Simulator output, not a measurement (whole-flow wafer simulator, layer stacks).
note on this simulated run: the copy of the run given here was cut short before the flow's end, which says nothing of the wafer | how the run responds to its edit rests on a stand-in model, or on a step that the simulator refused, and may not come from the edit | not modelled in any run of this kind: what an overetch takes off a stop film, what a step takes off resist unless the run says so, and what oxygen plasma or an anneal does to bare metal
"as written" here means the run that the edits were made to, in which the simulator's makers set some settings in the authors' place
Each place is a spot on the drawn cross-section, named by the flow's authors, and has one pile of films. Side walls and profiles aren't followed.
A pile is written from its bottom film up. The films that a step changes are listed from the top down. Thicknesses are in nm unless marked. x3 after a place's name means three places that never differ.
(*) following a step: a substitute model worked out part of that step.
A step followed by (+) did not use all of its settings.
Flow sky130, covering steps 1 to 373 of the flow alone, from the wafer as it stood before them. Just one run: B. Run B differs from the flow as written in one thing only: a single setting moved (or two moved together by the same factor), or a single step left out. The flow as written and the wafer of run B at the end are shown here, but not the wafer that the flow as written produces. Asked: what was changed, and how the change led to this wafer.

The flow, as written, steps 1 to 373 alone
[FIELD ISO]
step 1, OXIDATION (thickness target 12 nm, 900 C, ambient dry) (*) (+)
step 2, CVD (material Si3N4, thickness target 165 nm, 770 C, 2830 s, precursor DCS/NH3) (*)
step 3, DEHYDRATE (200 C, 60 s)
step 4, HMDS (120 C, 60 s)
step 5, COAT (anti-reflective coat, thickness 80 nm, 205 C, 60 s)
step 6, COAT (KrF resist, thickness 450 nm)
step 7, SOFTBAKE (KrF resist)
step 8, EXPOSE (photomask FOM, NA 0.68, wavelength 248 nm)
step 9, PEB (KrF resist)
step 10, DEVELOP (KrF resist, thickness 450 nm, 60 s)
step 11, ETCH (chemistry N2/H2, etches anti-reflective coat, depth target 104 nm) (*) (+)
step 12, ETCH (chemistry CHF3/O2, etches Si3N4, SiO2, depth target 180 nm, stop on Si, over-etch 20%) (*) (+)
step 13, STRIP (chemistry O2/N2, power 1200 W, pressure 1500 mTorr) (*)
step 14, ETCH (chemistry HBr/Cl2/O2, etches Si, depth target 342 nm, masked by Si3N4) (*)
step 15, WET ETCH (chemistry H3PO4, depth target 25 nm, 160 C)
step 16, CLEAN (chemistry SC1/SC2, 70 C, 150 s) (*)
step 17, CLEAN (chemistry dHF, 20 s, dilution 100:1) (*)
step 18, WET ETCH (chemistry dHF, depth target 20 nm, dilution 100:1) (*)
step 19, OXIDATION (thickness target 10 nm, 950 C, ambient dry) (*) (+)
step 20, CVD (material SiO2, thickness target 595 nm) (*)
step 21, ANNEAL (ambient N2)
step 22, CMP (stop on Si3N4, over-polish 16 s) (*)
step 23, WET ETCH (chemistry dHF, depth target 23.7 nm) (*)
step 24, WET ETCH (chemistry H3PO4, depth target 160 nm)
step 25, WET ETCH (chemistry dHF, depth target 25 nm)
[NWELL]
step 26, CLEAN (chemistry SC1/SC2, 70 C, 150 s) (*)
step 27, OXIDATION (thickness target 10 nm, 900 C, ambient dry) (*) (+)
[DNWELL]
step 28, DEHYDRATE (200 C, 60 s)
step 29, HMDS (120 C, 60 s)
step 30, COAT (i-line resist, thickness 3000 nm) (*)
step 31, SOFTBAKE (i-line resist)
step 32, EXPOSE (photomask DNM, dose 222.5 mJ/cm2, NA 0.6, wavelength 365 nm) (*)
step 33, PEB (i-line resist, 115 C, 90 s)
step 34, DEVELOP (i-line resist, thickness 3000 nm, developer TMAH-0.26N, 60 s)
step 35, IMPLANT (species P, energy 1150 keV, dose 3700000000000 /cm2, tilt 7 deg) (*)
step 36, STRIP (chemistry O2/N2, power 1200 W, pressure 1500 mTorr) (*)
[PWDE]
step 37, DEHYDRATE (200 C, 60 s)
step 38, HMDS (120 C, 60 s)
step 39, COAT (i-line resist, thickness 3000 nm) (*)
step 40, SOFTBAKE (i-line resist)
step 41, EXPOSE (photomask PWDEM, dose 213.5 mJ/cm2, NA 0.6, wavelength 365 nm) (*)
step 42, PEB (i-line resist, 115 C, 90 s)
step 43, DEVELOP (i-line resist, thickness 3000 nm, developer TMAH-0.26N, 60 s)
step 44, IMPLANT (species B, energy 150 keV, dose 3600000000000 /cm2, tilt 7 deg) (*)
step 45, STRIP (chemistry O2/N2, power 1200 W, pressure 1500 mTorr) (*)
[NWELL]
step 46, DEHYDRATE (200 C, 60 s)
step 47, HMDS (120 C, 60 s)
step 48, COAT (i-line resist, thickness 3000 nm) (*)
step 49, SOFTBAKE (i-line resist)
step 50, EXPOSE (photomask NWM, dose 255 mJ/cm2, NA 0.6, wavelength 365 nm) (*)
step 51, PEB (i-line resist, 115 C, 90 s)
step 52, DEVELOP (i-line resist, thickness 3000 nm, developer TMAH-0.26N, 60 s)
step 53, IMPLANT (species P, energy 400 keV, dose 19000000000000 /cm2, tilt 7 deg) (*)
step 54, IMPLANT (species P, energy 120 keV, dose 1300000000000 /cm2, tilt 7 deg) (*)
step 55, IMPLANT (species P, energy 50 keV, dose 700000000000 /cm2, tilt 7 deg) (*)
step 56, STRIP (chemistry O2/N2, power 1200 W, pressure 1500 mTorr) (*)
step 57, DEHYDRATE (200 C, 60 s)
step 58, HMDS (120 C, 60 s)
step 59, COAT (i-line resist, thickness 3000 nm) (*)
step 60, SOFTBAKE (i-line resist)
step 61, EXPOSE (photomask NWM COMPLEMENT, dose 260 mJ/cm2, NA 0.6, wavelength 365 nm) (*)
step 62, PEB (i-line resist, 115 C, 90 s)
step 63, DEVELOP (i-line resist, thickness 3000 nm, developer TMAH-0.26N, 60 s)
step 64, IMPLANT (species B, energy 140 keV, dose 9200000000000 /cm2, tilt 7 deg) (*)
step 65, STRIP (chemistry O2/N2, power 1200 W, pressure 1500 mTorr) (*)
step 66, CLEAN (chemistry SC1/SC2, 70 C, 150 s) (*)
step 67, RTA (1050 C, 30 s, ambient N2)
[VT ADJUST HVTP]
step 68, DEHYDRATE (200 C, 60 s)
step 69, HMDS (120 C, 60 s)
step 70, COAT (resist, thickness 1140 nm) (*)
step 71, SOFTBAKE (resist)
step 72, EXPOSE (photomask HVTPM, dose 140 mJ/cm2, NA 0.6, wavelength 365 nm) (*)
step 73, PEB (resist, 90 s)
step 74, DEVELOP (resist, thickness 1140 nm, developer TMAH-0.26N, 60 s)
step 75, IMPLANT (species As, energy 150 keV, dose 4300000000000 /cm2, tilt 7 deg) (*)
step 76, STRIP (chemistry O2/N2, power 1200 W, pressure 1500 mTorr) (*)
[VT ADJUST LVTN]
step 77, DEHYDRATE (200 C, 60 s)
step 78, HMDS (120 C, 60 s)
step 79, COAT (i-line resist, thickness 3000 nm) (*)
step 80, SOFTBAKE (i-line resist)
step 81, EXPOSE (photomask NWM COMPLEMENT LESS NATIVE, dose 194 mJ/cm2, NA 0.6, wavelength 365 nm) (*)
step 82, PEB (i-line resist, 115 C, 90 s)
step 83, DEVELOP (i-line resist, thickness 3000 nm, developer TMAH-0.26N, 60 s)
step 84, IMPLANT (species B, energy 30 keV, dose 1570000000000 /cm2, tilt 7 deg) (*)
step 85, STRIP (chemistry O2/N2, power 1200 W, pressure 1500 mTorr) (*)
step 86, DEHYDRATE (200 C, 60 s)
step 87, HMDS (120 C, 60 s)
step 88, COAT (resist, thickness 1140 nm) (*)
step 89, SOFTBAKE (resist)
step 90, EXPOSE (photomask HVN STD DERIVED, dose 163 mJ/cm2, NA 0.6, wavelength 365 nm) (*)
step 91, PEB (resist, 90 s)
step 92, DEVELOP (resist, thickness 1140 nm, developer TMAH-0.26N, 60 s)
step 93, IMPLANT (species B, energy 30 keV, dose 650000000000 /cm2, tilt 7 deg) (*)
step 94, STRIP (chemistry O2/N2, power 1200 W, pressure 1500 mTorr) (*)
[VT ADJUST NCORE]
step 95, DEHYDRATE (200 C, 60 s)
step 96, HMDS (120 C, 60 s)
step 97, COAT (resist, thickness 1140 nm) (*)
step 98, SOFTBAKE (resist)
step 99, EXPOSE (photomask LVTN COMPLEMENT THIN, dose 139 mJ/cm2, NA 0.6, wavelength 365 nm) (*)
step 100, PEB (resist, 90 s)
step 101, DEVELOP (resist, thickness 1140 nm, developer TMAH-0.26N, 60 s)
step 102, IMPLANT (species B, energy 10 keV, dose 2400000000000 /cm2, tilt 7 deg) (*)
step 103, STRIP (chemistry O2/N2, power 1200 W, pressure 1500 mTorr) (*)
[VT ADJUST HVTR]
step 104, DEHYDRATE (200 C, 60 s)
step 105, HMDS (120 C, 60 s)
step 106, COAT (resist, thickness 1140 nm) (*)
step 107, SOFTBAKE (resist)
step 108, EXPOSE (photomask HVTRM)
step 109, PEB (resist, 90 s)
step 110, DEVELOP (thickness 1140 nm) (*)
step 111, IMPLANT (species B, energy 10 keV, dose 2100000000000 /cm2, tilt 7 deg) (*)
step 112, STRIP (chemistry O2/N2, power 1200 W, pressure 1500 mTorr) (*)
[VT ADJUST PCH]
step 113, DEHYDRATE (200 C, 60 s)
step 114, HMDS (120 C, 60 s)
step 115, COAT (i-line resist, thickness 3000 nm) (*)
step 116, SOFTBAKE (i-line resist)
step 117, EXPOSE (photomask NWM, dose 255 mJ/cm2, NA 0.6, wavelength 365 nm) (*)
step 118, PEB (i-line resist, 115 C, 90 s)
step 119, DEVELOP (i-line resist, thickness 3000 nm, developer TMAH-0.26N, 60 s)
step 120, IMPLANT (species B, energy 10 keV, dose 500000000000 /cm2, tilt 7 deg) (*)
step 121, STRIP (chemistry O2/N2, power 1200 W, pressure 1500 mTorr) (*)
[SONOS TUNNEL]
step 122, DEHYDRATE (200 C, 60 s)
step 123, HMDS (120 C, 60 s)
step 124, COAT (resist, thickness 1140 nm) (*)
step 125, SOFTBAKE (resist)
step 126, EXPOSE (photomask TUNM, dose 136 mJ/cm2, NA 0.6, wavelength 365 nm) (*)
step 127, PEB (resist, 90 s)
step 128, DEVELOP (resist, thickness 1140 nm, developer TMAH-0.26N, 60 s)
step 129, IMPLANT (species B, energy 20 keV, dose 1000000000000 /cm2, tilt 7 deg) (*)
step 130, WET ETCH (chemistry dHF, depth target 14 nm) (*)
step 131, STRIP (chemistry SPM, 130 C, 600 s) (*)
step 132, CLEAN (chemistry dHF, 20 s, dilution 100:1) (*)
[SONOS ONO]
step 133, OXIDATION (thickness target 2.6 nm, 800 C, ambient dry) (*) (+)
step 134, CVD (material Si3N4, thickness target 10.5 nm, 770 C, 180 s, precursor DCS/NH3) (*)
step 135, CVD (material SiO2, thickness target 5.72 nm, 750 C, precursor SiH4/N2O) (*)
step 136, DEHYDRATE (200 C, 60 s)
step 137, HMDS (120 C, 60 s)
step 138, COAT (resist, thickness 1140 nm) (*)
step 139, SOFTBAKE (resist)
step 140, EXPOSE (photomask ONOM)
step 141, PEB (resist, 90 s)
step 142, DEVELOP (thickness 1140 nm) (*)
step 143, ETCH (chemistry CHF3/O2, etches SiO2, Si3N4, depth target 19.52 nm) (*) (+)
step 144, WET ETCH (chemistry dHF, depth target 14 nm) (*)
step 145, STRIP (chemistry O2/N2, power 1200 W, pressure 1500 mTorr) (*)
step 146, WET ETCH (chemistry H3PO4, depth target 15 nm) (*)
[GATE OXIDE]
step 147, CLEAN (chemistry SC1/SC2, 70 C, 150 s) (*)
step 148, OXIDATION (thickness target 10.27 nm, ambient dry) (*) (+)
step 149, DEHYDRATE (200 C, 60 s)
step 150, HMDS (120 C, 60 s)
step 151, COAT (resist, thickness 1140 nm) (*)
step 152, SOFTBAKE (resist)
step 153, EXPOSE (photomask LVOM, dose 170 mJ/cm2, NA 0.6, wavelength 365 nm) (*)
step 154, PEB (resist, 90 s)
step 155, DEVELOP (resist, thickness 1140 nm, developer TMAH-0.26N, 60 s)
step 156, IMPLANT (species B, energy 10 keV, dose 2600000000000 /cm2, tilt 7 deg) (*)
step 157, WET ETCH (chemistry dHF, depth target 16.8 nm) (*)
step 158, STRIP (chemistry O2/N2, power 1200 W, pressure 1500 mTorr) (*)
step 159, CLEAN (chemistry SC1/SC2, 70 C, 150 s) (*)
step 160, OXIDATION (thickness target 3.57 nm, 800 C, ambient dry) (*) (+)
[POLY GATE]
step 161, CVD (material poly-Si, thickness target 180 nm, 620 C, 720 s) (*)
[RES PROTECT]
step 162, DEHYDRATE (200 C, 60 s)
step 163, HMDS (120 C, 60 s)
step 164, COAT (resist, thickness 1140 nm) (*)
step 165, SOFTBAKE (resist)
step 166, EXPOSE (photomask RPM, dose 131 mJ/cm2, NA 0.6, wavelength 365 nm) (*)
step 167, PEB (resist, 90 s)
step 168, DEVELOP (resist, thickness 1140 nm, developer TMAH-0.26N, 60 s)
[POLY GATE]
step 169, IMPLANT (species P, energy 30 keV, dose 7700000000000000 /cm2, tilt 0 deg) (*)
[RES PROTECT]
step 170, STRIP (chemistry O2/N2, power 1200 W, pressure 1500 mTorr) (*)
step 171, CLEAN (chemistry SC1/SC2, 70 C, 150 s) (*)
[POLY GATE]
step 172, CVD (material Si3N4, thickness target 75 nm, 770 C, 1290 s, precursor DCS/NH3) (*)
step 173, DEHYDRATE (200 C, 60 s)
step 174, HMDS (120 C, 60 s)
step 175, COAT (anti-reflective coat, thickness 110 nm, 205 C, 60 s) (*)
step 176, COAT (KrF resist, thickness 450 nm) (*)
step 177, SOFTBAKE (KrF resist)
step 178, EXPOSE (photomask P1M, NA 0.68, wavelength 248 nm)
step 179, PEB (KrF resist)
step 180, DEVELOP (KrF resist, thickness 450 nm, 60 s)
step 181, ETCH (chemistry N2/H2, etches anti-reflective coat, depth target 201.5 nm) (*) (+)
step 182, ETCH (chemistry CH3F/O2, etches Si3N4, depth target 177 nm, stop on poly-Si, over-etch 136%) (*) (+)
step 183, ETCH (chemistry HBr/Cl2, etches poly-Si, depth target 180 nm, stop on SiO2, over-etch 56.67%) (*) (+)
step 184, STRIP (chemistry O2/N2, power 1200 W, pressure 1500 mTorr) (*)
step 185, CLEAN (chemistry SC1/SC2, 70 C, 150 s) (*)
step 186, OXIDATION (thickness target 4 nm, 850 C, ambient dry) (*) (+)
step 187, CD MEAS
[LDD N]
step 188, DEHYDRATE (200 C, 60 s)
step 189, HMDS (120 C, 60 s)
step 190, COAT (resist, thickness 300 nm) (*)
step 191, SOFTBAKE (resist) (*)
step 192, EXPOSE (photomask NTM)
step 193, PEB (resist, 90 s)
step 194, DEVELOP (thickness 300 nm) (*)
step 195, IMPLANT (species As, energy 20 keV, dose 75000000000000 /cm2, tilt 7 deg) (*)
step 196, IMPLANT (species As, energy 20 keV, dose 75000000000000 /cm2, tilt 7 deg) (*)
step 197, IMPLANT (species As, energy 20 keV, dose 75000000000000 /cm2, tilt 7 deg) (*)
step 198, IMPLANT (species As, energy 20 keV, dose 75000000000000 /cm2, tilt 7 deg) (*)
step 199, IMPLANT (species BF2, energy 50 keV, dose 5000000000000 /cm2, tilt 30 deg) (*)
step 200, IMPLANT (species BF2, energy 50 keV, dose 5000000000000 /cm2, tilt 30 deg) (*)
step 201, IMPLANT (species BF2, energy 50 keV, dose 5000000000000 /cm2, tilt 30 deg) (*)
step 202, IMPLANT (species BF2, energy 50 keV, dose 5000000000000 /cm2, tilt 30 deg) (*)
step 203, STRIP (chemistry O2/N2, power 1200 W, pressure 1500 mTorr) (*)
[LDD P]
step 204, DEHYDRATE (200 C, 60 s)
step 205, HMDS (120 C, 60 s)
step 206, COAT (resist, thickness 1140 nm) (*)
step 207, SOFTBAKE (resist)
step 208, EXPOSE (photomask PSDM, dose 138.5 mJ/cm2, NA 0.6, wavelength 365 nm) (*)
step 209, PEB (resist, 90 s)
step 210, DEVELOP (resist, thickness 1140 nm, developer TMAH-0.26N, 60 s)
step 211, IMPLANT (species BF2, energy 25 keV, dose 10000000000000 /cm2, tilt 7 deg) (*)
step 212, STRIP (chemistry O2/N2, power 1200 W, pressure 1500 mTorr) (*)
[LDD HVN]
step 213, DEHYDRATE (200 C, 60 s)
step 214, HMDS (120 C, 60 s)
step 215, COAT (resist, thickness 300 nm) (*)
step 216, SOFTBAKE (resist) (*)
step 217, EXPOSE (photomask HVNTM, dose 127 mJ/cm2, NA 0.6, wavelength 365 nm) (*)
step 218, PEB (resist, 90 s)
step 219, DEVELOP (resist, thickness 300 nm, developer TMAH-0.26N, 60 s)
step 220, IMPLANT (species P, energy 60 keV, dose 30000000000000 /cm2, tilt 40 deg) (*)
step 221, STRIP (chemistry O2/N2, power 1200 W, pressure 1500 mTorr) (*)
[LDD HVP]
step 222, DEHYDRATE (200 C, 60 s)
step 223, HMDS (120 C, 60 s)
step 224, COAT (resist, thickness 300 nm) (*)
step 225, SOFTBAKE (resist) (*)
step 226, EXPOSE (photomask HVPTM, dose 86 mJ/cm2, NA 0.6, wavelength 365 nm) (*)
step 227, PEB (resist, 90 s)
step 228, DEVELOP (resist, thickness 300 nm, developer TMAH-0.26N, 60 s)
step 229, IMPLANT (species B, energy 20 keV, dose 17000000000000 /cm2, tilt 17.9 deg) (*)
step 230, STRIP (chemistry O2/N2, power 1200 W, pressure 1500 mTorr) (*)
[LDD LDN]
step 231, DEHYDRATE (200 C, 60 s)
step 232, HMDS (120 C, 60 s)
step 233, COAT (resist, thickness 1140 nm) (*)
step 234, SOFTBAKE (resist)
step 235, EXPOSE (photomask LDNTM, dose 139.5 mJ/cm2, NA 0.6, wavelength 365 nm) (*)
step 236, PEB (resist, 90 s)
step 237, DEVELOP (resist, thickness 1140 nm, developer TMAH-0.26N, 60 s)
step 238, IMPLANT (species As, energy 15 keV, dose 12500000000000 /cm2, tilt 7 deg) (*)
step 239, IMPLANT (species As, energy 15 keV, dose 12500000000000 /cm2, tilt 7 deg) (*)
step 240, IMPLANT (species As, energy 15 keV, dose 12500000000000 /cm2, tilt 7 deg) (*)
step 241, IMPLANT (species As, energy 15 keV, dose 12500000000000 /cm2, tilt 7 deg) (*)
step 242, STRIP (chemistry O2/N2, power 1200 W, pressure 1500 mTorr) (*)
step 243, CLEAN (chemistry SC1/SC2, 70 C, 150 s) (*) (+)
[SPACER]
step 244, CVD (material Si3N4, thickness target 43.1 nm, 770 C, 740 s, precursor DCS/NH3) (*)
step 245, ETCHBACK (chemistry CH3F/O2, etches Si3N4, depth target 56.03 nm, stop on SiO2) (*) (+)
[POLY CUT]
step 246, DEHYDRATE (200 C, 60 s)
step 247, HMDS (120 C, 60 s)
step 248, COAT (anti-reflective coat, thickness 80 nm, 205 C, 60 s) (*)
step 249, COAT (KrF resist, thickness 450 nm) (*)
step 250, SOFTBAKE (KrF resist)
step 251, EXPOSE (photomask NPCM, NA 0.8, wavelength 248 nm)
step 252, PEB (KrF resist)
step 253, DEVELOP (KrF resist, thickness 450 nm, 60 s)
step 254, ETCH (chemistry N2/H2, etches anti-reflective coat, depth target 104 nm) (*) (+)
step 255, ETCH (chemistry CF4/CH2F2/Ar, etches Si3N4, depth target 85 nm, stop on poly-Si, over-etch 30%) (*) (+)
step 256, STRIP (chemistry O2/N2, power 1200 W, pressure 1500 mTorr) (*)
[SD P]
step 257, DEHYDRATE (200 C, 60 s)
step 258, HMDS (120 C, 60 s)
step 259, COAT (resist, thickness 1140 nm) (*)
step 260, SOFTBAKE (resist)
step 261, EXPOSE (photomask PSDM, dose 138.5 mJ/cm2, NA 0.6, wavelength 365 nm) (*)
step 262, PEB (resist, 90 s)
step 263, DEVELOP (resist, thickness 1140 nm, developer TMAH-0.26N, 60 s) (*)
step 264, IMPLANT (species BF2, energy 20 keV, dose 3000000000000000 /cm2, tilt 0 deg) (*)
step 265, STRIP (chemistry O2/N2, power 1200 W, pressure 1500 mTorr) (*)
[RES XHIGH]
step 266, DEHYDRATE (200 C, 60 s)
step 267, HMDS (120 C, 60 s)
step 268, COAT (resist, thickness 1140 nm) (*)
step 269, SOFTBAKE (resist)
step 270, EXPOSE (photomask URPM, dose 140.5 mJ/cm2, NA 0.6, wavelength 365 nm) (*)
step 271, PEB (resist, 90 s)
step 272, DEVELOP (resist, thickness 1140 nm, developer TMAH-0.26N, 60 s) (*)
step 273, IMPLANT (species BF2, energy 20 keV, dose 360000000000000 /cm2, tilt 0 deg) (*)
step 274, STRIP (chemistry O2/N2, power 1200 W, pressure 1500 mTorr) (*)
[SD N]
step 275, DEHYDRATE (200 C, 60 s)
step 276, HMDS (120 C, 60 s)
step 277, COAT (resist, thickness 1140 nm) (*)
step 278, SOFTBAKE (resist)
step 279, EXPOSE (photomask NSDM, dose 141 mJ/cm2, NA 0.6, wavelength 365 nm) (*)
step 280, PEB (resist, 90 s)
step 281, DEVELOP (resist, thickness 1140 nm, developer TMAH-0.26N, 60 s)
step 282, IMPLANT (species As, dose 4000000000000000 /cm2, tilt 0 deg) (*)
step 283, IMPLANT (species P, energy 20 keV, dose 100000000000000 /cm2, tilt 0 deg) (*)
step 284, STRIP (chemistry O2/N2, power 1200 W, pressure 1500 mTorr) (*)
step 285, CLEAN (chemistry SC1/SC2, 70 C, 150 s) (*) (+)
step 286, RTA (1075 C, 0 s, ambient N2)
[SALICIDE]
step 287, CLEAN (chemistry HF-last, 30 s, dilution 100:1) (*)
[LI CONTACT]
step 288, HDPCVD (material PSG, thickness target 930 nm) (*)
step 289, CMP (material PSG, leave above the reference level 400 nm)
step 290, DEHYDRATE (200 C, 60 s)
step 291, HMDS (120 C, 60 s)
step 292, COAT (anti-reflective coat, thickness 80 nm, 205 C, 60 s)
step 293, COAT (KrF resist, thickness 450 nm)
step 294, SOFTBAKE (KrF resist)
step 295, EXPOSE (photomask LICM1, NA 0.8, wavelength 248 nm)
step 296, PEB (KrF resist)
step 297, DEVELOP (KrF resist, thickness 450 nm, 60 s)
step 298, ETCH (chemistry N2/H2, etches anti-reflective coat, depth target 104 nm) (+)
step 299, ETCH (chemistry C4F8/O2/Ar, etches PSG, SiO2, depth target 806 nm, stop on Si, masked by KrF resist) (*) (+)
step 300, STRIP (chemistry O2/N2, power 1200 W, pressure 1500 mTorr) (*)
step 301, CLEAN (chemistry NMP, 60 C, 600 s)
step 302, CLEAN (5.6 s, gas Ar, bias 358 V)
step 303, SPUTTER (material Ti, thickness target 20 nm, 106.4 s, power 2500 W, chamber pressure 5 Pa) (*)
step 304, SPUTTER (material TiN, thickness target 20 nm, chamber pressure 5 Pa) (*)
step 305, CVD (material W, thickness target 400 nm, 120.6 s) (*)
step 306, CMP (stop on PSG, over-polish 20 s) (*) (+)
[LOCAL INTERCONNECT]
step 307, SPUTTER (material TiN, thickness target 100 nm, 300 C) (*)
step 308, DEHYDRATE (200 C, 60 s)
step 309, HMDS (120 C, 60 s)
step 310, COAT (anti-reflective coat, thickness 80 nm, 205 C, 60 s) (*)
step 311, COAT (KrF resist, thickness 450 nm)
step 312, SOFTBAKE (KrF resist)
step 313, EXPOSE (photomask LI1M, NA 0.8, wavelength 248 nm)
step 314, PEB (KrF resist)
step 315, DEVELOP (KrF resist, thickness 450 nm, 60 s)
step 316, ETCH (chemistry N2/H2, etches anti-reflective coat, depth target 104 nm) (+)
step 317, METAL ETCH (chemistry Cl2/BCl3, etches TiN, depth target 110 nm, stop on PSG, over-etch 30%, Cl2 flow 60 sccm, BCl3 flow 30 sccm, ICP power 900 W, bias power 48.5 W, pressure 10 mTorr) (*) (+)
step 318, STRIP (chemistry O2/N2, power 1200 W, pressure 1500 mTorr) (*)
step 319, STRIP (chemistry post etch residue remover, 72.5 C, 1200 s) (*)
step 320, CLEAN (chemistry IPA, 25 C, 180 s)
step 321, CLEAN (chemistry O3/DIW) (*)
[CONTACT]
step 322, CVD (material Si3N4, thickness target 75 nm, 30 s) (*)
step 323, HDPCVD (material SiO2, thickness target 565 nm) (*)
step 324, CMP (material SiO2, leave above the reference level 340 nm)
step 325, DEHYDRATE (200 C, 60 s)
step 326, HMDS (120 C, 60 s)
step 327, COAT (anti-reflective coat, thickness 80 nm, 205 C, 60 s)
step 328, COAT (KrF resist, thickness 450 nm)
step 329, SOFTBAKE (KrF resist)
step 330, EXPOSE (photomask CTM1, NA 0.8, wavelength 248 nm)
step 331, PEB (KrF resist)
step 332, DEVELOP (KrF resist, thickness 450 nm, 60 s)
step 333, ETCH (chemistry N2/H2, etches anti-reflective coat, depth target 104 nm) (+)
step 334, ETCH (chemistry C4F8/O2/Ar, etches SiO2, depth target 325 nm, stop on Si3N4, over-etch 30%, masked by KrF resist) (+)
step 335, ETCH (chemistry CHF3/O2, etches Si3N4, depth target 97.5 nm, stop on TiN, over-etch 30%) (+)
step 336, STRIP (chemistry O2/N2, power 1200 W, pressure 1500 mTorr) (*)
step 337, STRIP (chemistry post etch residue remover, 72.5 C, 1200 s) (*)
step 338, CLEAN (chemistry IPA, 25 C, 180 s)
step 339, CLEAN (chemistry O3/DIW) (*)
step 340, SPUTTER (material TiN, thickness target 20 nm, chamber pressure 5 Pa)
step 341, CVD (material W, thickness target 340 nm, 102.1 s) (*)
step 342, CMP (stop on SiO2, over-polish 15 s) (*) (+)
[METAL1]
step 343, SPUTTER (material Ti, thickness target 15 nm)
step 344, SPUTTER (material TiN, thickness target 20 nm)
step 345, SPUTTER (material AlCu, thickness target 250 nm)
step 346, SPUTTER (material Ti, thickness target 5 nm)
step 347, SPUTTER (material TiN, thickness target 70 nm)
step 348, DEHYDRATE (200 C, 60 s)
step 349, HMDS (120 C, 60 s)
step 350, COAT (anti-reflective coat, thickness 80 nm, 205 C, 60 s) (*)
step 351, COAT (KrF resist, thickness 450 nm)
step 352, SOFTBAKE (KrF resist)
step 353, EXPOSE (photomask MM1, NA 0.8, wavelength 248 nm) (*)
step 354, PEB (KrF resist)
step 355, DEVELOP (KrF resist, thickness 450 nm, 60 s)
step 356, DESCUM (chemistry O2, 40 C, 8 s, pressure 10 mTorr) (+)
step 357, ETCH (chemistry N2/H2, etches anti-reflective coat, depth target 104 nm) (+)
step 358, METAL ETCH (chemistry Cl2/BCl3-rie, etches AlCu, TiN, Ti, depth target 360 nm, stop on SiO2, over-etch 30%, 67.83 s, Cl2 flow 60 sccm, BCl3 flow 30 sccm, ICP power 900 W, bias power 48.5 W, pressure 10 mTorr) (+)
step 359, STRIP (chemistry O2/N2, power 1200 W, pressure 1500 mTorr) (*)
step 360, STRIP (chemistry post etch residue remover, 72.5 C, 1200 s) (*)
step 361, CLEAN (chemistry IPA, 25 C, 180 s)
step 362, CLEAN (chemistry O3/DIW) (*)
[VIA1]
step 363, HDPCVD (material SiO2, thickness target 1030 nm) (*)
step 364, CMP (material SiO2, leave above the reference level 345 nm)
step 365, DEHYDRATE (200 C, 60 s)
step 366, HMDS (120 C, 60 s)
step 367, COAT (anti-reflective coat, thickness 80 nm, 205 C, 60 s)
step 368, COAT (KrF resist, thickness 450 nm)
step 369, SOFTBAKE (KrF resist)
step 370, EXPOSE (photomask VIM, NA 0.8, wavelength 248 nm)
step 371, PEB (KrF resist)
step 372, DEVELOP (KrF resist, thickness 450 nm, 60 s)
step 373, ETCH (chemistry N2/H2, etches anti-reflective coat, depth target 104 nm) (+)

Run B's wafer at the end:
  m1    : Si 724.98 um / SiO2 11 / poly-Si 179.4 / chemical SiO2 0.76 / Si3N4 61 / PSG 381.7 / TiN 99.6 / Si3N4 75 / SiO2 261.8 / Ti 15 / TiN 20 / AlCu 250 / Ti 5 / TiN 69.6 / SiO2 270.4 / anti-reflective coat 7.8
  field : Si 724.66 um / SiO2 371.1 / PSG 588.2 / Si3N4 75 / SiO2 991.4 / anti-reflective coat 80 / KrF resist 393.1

The reason: step 373, ETCH: depth target 72.2 nm was run, while the flow as written has depth target 104 nm.

The path from the change to this, step by step:
  step 373, ETCH (chemistry N2/H2, etches anti-reflective coat, depth target 104 nm) (+)
      m1, via1_hole: -72.2 anti-reflective coat (in the flow as written it would be: -80 anti-reflective coat (all of it), -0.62 SiO2)
      field, active, n_well and 186 more: -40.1 KrF resist (in the flow as written it would be: -57.8 KrF resist)
